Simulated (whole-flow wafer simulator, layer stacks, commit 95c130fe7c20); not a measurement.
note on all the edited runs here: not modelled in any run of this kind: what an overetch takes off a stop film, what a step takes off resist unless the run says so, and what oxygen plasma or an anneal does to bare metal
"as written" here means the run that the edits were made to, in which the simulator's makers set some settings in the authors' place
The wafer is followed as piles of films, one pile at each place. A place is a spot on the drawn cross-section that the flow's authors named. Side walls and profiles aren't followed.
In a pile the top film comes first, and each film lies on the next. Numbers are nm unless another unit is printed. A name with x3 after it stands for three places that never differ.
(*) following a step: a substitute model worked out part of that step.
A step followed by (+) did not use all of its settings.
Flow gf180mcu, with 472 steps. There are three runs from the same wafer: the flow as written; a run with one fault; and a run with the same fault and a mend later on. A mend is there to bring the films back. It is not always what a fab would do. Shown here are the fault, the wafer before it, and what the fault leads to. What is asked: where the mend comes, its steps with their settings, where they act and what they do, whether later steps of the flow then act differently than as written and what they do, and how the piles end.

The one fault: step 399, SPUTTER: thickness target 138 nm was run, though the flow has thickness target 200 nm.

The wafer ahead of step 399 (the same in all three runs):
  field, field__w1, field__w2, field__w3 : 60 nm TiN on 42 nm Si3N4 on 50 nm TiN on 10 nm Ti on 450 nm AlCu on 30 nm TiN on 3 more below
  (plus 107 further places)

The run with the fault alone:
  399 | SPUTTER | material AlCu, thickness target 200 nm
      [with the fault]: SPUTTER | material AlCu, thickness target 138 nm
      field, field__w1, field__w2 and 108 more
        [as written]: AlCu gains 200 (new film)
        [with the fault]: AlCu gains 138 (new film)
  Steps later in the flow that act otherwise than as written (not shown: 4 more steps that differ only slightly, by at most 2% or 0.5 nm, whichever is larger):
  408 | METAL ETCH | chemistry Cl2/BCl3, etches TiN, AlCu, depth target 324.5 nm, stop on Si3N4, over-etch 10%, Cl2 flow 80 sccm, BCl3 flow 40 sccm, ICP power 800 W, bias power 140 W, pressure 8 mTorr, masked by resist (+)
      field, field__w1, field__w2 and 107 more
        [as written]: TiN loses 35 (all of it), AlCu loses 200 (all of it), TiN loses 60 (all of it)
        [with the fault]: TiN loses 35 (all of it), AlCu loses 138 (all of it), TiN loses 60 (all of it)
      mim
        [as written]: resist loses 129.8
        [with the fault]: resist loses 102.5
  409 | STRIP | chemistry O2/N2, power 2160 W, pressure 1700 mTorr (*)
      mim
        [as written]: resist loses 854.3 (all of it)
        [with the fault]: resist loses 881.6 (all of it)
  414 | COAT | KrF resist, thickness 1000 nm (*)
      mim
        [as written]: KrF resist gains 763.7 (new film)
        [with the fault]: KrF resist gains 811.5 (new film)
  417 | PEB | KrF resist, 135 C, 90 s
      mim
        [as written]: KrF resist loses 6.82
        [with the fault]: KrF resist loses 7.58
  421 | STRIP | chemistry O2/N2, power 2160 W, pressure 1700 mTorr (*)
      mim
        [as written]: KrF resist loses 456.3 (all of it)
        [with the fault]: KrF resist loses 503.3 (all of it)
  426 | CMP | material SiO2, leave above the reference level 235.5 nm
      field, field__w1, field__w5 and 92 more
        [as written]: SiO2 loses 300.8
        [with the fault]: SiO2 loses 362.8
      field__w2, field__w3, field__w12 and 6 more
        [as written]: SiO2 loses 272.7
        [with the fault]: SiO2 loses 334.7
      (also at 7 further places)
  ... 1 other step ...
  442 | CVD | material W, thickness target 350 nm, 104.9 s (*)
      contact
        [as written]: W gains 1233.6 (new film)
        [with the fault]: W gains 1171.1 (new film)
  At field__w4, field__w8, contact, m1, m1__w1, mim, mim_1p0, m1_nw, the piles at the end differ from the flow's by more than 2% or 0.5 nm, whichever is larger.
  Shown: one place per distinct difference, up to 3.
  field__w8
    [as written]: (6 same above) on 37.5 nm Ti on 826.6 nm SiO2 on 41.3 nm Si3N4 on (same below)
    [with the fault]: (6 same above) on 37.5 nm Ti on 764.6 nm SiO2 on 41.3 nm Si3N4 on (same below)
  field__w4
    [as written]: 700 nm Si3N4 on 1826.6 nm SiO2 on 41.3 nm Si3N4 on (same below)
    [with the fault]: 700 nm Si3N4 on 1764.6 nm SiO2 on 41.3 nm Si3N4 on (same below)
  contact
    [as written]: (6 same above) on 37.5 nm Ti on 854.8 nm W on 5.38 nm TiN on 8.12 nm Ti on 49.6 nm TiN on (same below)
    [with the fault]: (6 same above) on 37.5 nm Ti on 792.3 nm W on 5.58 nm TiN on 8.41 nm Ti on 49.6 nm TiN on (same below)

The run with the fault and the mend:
  The mend follows step 399.
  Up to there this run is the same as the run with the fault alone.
  399a | SPUTTER | material AlCu, thickness target 62 nm (the flow's step 399 again, with other settings)
      field, field__w1, field__w2 and 108 more
        AlCu gains 62
  Later steps of the flow that are run all act as written at every place that is followed.
  By the end, the piles equal the flow's at every place that both follow.
